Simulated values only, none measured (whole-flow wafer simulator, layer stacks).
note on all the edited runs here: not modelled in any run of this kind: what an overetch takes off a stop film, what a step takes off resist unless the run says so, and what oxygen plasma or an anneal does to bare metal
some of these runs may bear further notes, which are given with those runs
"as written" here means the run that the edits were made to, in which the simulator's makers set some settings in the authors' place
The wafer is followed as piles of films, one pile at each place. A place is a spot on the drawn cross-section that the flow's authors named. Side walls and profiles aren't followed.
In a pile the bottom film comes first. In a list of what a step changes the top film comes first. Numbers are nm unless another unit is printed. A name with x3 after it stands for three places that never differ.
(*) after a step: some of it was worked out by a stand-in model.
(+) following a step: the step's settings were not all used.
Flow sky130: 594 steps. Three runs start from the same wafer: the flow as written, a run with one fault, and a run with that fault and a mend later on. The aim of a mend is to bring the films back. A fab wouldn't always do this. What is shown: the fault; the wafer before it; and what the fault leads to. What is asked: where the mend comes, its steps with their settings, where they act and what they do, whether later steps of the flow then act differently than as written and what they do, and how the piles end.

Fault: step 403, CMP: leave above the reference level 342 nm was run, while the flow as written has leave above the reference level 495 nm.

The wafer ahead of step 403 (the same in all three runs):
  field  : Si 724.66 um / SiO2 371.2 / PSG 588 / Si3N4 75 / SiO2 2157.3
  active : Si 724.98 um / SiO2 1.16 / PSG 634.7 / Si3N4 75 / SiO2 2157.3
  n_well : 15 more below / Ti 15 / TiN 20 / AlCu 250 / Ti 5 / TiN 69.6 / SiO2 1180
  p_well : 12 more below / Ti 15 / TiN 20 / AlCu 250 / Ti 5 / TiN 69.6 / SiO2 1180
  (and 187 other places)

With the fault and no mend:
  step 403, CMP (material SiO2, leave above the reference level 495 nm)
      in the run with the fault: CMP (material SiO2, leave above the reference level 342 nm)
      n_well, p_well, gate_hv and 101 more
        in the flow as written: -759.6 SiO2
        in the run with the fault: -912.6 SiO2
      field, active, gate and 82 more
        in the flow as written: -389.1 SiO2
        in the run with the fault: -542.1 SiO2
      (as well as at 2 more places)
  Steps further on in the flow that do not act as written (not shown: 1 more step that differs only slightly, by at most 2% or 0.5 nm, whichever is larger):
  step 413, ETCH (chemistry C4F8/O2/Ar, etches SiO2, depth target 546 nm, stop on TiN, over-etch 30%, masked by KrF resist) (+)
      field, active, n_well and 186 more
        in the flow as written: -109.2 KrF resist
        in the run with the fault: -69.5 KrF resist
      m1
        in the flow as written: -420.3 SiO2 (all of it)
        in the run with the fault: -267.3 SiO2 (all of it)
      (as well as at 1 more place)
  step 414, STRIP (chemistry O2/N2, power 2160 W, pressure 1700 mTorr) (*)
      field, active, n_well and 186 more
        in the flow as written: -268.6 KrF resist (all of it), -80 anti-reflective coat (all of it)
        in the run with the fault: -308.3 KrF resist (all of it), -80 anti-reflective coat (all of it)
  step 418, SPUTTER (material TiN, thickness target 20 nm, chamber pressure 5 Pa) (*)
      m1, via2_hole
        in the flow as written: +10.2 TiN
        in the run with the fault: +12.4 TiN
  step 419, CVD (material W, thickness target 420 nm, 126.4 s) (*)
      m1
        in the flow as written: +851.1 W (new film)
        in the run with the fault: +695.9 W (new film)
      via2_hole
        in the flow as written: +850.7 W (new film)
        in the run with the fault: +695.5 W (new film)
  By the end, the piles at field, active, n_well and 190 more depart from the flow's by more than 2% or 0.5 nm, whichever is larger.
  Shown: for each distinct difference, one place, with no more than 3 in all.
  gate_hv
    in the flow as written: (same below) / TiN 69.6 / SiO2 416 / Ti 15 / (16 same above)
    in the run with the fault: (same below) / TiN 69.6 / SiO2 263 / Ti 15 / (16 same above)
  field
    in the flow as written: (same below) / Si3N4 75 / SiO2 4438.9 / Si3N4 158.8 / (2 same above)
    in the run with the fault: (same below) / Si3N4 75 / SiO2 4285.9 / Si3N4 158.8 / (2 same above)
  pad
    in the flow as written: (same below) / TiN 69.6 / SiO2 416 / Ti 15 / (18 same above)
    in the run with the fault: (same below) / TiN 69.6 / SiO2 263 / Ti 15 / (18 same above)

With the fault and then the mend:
  After step 403 comes the mend.
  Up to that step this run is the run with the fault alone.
  step 403a, HDPCVD (thickness target 153 nm) (*) (the flow's step 402 again, with other settings)
      field, active, n_well and 188 more
        +153 SiO2
  Every later step of the flow that is run acts as written, at every place that is followed, to within 2% or 0.5 nm, whichever is larger.
  At every place that both follow, the piles at the end match the flow's.
